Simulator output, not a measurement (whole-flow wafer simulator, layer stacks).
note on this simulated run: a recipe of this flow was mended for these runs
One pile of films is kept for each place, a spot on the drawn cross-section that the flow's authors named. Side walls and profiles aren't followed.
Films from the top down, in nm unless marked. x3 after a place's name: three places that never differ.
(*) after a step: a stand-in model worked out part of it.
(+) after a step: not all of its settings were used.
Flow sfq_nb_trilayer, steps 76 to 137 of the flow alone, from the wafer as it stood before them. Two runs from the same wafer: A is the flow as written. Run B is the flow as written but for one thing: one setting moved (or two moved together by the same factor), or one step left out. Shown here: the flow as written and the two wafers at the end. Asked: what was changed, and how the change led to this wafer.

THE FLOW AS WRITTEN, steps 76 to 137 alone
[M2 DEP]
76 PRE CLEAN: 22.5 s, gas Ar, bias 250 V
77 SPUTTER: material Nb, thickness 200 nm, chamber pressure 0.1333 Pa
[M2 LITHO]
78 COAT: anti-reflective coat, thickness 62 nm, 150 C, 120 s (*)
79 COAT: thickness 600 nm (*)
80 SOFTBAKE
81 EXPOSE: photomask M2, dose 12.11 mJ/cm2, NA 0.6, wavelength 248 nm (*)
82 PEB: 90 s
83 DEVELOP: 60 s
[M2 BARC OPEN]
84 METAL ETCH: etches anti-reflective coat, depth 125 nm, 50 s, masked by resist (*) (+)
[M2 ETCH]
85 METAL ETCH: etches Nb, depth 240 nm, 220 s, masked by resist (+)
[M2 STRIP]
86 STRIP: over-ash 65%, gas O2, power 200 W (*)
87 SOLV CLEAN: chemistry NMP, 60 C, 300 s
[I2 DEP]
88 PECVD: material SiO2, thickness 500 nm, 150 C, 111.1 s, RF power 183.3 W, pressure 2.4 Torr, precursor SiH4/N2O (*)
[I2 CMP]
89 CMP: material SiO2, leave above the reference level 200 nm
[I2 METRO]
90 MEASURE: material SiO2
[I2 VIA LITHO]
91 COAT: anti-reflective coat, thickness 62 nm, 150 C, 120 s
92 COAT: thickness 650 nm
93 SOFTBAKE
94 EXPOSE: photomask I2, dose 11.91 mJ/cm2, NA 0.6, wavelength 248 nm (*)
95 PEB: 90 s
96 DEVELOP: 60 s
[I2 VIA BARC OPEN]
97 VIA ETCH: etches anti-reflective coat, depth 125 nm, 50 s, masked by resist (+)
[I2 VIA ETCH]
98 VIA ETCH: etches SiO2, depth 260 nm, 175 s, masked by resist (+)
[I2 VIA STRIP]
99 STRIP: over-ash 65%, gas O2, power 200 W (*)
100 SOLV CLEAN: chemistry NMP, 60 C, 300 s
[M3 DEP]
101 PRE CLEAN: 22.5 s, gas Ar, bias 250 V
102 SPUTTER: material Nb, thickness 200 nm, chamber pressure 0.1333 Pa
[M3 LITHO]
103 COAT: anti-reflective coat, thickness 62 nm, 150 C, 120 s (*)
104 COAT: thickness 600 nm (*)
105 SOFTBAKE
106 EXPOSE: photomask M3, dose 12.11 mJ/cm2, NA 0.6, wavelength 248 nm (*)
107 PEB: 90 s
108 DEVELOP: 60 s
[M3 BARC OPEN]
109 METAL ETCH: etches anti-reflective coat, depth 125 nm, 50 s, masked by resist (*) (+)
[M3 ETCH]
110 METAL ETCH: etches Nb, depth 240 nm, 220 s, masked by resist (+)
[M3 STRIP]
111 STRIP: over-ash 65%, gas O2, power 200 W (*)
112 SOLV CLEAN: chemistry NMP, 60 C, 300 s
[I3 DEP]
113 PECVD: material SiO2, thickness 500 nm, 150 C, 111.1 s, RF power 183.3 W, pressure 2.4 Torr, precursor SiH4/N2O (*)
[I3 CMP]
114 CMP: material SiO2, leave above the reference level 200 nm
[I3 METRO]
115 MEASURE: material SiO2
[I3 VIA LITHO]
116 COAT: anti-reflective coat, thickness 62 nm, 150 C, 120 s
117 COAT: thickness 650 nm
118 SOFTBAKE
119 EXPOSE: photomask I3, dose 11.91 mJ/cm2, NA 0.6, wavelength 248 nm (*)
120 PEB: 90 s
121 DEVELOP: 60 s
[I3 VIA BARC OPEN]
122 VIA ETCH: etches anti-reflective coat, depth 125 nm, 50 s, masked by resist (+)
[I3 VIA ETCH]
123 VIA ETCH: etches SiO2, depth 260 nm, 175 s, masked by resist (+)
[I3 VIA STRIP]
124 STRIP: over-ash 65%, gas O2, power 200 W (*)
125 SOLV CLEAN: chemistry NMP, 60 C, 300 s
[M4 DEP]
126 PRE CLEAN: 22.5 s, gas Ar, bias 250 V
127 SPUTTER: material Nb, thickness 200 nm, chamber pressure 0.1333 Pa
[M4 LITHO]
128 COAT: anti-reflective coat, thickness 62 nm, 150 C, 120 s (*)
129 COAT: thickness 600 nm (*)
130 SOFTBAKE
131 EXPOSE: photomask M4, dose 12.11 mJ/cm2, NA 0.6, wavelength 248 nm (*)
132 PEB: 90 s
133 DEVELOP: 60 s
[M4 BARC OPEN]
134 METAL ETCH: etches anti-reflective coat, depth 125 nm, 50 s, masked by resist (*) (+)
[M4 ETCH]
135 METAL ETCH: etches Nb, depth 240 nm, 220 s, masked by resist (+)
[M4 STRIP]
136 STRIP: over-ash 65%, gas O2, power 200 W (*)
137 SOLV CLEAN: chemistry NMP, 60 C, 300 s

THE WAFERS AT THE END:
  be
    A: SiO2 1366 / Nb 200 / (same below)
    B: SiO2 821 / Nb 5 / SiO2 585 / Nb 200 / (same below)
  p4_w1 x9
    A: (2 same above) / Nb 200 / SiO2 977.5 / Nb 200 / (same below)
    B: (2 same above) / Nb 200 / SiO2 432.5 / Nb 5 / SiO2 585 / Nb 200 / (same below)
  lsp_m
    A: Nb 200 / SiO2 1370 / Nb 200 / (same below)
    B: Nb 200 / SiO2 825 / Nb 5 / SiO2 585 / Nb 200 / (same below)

The cause: step 77, SPUTTER: thickness 245 nm was run, where the flow has thickness 200 nm.

How the change led to this, step by step:
  77 SPUTTER: material Nb, thickness 200 nm, chamber pressure 0.1333 Pa
      field_l, v_sur, via_wl and 102 more: A Nb +200 (new film) | B Nb +245 (new film)
      via_v: A Nb +172.8 | B Nb +212
  78 COAT: anti-reflective coat, thickness 62 nm, 150 C, 120 s (*)
      wire: A anti-reflective coat +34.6 (new film) | B anti-reflective coat +33.7 (new film)
  85 METAL ETCH: etches Nb, depth 240 nm, 220 s, masked by resist (+)
      field_l, be, be_sur and 81 more: A Nb -200 (all of it), SiO2 -4 | B Nb -240
  86 STRIP: over-ash 65%, gas O2, power 200 W (*)
      wire: A KrF-resist-other-grade -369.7 (all of it), anti-reflective coat -34.6 (all of it) | B KrF-resist-other-grade -369.7 (all of it), anti-reflective coat -33.7 (all of it)
  88 PECVD: material SiO2, thickness 500 nm, 150 C, 111.1 s, RF power 183.3 W, pressure 2.4 Torr, precursor SiH4/N2O (*)
      field_l, be, be_sur and 81 more: A SiO2 +500 | B SiO2 +500 (new film)
      via_v: A SiO2 +612.8 (new film) | B SiO2 +594 (new film)
  89 CMP: material SiO2, leave above the reference level 200 nm
      field_l, be, be_sur and 81 more: A SiO2 -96 | B SiO2 -60
      via_v: A SiO2 -181.6 | B SiO2 -157.1
Counting metal films that touch as one body, be has 2 bodies (between them, from the top down: SiO2 585); the flow as written gives 1 body.
Counting metal films that touch as one body, p4_w1 x9 has 4 bodies (between them, from the top down: SiO2 192.5; SiO2 432.5; SiO2 585); the flow as written gives 3 bodies (between them, from the top down: SiO2 192.5; SiO2 977.5).
Counting metal films that touch as one body, lsp_m has 3 bodies (between them, from the top down: SiO2 825; SiO2 585); the flow as written gives 2 bodies (between them, from the top down: SiO2 1370).
